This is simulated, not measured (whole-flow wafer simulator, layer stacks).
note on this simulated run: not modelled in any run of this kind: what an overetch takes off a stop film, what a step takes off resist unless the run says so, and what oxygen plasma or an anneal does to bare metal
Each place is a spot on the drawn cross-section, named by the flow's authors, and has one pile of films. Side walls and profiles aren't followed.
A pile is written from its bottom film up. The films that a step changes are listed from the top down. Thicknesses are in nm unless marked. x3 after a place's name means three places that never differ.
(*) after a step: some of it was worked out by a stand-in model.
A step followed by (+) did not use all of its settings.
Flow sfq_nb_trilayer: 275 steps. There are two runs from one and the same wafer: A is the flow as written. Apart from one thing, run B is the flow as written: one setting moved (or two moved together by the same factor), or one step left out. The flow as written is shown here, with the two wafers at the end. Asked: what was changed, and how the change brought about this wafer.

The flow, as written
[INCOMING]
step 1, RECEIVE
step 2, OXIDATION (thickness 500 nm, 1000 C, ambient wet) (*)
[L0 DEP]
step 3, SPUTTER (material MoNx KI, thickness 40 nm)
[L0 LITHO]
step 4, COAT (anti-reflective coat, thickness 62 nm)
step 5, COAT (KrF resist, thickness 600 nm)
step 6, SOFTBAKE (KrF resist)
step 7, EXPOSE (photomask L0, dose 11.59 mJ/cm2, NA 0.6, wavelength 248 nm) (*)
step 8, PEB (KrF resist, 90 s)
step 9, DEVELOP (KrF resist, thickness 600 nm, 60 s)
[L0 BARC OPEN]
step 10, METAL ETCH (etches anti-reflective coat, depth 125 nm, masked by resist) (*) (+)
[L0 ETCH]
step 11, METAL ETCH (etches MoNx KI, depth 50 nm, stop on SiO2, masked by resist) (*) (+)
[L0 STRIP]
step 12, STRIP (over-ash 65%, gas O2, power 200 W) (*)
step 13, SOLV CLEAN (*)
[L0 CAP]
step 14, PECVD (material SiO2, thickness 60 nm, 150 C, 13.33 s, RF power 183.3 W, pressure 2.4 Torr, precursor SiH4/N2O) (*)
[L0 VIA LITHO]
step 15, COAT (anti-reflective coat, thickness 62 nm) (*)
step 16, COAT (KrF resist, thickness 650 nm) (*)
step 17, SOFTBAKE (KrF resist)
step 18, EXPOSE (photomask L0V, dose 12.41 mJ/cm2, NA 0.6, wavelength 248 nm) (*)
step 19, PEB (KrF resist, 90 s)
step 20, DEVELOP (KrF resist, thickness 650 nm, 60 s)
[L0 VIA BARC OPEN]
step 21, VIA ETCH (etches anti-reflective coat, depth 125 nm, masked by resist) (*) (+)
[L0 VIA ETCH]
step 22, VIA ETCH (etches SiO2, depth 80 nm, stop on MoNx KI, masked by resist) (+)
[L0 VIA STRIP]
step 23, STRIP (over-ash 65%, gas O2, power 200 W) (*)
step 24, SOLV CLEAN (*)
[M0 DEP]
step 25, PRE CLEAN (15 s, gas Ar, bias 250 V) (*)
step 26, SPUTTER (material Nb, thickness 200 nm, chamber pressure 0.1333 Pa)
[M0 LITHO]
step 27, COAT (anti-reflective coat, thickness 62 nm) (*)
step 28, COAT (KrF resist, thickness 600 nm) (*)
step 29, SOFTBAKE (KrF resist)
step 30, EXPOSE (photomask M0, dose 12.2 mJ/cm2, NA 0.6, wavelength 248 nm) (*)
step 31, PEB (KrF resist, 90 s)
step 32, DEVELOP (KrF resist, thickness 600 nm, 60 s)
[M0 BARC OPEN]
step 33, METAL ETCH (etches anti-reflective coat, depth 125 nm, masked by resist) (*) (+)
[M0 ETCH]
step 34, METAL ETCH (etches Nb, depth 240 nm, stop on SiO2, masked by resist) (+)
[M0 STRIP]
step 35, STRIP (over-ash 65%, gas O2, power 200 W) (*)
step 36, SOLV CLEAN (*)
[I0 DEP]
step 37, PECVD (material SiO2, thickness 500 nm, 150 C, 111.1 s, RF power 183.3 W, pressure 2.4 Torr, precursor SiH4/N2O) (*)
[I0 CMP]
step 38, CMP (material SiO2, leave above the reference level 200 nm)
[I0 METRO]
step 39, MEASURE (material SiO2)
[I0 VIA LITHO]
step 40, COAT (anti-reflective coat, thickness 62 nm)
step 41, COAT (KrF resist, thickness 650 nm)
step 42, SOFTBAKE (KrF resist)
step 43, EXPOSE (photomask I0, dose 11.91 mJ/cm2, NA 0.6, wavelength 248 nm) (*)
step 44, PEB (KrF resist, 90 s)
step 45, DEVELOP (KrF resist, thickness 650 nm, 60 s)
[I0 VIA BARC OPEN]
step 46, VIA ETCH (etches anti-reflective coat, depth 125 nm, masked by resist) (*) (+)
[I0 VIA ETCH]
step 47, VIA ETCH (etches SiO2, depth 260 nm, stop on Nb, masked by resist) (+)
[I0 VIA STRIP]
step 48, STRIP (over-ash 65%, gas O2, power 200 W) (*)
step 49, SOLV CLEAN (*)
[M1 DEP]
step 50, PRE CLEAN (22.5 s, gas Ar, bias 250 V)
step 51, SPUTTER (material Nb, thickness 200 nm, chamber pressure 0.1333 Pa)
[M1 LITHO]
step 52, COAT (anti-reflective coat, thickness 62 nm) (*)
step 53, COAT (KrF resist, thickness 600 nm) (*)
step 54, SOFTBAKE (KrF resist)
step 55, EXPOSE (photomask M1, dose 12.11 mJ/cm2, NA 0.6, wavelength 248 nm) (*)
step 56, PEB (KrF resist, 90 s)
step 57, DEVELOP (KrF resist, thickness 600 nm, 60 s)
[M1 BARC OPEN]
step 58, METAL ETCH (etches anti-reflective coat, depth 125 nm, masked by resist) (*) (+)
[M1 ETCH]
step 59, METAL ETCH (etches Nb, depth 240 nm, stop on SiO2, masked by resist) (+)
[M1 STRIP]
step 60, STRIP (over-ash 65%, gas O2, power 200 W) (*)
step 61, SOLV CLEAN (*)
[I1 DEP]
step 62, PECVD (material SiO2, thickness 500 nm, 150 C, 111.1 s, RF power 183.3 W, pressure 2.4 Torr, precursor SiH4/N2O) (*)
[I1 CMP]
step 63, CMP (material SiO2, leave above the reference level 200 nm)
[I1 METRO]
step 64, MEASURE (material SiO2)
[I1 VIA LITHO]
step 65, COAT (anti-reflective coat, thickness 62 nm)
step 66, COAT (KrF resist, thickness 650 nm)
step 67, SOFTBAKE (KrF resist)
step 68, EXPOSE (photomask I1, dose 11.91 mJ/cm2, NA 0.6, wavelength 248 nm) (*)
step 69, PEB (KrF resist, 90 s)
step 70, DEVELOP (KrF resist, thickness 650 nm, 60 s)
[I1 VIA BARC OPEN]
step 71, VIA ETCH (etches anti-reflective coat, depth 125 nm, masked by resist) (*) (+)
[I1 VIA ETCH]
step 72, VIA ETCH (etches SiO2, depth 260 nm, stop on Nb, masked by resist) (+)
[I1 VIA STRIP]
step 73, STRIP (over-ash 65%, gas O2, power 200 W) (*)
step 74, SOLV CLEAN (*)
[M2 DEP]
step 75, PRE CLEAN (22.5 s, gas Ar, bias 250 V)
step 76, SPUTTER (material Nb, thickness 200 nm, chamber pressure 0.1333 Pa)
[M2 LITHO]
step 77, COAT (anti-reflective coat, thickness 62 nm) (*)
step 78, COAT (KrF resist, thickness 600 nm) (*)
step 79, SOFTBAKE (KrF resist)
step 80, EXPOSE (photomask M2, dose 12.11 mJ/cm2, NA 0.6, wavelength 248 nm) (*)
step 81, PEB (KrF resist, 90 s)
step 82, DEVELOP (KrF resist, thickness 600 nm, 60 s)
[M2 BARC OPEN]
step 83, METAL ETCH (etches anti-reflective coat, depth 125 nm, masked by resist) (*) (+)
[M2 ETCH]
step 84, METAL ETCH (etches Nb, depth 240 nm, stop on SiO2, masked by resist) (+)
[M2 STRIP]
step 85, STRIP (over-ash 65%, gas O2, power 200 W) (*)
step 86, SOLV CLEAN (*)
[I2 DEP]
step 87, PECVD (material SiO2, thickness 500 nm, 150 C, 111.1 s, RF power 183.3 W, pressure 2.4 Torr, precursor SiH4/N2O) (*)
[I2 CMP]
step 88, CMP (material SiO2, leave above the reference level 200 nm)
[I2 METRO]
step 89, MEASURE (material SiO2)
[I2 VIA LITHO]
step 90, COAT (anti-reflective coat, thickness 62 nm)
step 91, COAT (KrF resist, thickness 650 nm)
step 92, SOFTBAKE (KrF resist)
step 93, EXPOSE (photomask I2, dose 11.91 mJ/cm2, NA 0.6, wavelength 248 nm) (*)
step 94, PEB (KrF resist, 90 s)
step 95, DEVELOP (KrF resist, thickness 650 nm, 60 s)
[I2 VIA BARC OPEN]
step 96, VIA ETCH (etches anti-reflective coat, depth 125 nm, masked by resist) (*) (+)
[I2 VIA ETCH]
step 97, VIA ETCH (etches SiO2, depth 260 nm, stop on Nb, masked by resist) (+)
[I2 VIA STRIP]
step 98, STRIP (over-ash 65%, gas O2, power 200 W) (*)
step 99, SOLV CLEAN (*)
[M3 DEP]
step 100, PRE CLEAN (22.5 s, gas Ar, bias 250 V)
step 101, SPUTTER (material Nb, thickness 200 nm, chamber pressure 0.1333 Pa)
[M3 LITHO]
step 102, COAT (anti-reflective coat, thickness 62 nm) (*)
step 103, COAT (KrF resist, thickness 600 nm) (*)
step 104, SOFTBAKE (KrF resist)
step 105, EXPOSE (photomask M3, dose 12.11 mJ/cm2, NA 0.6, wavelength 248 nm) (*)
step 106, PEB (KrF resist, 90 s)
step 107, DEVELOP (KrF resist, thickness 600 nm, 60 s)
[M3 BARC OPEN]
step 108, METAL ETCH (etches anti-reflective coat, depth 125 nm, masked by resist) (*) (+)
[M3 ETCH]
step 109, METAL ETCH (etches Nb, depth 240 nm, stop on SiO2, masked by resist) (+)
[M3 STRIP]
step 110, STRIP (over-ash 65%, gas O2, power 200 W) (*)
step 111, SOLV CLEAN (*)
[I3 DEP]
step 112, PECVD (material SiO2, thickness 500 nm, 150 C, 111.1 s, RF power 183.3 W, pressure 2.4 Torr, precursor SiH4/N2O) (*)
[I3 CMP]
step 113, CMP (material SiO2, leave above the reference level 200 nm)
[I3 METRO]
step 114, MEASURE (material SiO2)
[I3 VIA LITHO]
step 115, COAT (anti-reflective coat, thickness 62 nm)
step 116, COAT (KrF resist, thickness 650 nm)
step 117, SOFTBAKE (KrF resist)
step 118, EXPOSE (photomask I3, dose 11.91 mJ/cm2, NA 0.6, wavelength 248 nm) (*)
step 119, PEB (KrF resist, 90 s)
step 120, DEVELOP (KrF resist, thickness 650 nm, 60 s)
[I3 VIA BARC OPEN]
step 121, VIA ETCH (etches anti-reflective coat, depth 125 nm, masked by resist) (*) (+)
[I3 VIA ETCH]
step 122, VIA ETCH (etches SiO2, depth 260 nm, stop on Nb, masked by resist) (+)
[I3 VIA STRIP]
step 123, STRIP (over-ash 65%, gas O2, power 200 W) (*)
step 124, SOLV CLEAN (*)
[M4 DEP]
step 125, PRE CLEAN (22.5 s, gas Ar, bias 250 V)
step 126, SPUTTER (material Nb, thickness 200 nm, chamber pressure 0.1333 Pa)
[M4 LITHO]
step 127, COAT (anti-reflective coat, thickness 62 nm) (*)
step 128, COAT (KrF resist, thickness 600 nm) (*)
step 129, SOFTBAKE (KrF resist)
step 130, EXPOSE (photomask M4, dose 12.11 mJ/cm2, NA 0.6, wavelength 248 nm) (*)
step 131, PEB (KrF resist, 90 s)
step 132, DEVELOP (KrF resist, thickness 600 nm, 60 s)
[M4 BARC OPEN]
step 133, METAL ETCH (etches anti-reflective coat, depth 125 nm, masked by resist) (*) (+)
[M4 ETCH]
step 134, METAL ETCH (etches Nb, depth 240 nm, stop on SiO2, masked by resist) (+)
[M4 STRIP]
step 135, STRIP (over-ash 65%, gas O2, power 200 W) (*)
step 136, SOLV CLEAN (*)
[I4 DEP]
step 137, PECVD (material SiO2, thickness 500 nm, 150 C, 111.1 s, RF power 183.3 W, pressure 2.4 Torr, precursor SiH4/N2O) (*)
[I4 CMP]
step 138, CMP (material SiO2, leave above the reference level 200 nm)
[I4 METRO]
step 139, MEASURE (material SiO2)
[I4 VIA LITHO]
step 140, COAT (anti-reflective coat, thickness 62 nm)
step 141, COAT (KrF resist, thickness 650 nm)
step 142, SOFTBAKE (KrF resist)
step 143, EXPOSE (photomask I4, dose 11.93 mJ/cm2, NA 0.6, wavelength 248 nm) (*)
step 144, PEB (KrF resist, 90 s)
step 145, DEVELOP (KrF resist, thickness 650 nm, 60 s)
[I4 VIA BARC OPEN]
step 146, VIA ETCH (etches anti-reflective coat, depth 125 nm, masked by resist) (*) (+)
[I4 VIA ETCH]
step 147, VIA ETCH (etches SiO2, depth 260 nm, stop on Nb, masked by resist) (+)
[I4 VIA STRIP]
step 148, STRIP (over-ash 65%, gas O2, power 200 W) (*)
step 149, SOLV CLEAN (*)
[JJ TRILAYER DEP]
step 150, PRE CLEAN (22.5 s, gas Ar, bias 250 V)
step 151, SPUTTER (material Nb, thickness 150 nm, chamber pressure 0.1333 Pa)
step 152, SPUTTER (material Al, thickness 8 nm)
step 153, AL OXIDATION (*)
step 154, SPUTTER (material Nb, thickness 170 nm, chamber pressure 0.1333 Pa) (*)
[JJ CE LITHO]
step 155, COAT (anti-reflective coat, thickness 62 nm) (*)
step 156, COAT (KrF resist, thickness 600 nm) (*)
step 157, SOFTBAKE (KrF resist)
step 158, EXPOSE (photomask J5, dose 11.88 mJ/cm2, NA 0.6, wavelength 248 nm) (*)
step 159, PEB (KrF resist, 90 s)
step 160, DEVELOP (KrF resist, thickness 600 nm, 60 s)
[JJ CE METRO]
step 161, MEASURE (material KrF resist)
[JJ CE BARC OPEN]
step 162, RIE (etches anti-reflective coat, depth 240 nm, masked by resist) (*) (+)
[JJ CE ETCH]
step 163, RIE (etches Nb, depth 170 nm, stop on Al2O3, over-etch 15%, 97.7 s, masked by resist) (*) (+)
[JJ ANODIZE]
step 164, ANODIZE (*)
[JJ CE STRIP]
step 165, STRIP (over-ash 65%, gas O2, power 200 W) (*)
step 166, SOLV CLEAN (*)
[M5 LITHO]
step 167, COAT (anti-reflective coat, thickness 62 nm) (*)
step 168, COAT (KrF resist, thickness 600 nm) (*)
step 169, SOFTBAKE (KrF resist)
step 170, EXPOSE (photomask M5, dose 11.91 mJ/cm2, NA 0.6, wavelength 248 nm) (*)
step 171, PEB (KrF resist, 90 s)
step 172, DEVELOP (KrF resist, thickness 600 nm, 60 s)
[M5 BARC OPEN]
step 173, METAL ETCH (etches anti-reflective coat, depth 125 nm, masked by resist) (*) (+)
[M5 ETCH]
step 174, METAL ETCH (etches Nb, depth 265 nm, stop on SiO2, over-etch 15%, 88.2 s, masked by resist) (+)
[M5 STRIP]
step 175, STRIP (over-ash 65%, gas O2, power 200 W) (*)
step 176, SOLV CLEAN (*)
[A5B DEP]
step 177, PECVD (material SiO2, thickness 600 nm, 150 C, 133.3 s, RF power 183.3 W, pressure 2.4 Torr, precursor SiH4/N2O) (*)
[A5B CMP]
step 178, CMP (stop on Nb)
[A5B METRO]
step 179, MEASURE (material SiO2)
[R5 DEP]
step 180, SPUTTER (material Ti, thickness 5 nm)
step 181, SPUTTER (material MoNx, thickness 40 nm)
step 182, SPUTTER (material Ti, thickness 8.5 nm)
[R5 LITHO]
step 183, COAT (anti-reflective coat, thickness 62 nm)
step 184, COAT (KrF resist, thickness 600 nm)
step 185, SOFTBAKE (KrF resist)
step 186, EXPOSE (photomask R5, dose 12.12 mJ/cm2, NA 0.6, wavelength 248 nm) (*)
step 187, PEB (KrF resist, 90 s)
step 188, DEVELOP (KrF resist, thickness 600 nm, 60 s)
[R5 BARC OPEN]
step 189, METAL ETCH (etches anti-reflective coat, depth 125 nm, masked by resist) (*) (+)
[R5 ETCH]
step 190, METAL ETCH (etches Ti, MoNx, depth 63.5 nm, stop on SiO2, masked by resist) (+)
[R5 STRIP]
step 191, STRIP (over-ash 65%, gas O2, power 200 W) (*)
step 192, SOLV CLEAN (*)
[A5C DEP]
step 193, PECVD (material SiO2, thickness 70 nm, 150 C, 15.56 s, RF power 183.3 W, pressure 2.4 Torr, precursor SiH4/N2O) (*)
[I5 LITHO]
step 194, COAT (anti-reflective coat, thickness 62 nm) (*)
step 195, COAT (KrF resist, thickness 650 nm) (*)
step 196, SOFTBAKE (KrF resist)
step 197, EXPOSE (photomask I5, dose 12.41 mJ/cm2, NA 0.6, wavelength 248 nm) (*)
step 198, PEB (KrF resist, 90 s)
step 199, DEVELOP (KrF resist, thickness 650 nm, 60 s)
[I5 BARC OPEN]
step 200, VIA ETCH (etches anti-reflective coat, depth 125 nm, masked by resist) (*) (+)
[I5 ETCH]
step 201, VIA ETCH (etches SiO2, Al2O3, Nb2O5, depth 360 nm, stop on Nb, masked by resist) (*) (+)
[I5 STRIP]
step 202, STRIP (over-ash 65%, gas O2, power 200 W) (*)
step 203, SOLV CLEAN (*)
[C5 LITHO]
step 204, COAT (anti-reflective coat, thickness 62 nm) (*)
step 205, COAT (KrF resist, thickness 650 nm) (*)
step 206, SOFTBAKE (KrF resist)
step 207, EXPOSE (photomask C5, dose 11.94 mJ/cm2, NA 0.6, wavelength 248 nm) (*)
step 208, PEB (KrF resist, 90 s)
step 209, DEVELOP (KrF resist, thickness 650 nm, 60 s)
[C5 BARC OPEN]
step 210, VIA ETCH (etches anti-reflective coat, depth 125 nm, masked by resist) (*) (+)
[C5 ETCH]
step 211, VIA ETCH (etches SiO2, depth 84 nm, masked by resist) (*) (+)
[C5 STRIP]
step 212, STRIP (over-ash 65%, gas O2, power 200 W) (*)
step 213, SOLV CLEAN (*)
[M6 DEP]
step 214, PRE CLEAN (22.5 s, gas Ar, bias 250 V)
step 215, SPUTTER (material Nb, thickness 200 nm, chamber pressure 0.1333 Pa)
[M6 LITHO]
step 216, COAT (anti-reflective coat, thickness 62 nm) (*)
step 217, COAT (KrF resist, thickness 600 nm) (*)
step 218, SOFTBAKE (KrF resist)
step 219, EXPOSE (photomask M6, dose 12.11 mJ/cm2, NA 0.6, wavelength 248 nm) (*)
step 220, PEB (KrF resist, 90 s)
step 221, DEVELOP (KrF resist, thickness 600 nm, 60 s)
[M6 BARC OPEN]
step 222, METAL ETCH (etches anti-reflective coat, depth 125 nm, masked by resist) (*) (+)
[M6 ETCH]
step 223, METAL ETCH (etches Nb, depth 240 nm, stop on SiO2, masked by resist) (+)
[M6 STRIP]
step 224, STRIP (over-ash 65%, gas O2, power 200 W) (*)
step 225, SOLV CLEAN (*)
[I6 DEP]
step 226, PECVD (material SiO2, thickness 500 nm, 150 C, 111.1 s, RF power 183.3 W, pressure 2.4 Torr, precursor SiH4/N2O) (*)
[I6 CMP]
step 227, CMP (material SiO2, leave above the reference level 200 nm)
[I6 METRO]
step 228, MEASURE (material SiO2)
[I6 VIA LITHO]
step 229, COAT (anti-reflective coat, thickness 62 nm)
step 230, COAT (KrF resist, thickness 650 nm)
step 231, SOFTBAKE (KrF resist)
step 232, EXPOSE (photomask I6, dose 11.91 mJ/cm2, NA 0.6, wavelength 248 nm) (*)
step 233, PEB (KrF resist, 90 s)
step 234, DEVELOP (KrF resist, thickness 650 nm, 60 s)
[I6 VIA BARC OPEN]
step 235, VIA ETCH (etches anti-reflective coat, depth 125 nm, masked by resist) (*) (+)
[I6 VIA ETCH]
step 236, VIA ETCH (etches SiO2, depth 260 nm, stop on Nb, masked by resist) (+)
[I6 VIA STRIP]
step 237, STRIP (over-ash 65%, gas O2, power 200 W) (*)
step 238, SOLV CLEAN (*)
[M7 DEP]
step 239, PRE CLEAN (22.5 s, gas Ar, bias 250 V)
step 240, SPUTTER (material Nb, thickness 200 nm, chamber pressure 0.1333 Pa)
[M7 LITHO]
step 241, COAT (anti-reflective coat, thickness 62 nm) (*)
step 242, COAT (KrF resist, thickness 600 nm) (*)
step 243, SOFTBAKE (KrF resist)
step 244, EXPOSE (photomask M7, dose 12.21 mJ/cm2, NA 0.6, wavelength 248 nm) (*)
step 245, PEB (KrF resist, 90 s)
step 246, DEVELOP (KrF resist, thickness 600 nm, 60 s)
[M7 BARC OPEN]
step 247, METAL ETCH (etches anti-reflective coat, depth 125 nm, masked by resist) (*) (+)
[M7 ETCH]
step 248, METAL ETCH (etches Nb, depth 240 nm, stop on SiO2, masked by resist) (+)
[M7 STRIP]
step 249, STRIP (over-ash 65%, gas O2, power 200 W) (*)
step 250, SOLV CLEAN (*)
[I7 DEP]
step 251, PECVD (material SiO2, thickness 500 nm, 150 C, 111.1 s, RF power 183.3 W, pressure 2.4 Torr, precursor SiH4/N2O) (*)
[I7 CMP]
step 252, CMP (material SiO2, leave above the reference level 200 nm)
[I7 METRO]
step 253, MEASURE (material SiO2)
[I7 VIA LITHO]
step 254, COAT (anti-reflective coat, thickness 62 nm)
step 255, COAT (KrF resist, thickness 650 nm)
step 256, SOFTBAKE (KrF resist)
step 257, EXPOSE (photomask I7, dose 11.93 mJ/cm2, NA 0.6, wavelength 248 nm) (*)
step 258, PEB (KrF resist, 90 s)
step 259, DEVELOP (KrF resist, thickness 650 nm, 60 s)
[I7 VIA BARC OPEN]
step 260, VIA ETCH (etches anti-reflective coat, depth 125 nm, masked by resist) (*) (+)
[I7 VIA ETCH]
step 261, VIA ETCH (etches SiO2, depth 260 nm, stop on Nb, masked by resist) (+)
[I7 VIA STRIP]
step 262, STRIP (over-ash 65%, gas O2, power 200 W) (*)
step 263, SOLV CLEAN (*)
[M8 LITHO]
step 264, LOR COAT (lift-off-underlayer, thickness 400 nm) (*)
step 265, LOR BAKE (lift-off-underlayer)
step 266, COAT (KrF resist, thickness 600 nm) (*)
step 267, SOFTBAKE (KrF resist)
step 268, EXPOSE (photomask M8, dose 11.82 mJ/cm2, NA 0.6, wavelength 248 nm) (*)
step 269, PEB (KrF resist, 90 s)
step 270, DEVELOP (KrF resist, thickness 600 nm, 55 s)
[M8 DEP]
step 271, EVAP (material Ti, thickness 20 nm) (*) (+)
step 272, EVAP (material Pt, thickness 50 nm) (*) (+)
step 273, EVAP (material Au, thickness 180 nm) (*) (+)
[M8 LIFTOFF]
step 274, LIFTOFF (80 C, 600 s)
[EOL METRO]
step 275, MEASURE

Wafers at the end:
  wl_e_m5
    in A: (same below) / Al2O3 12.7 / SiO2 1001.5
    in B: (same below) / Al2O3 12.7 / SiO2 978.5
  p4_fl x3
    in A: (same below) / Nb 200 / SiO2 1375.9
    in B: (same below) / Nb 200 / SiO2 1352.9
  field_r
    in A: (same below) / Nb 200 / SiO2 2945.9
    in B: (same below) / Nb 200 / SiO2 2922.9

What caused this: step 215, SPUTTER: thickness 177 nm was run, though the flow has thickness 200 nm.

How this came from the change, step by step:
  step 215, SPUTTER (material Nb, thickness 200 nm, chamber pressure 0.1333 Pa)
      field_l, v_sur, via_wl and 100 more: A Nb gains 200 (new film) | B Nb gains 177 (new film)
      be: A Nb gains 147.3 | B Nb gains 130.6
      (and at 2 other places as well)
  step 223, METAL ETCH (etches Nb, depth 240 nm, stop on SiO2, masked by resist) (+)
      field_l, gap, moat and 76 more: A Nb loses 200 (all of it) | B Nb loses 177 (all of it)
  step 226, PECVD (material SiO2, thickness 500 nm, 150 C, 111.1 s, RF power 183.3 W, pressure 2.4 Torr, precursor SiH4/N2O) (*)
      gap, wl_a_sl, m6r_space_l x2: A SiO2 gains 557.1 | B SiO2 gains 534.1
  step 227, CMP (material SiO2, leave above the reference level 200 nm)
      field_l, p4_fl x3, p4_w1 x9 and 49 more: A SiO2 loses 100 | B SiO2 loses 123
      moat, field_r, lsp_l, ln_m5, lsp_m: A SiO2 loses 93.6 | B SiO2 loses 117.3
      (and at 8 other places as well)
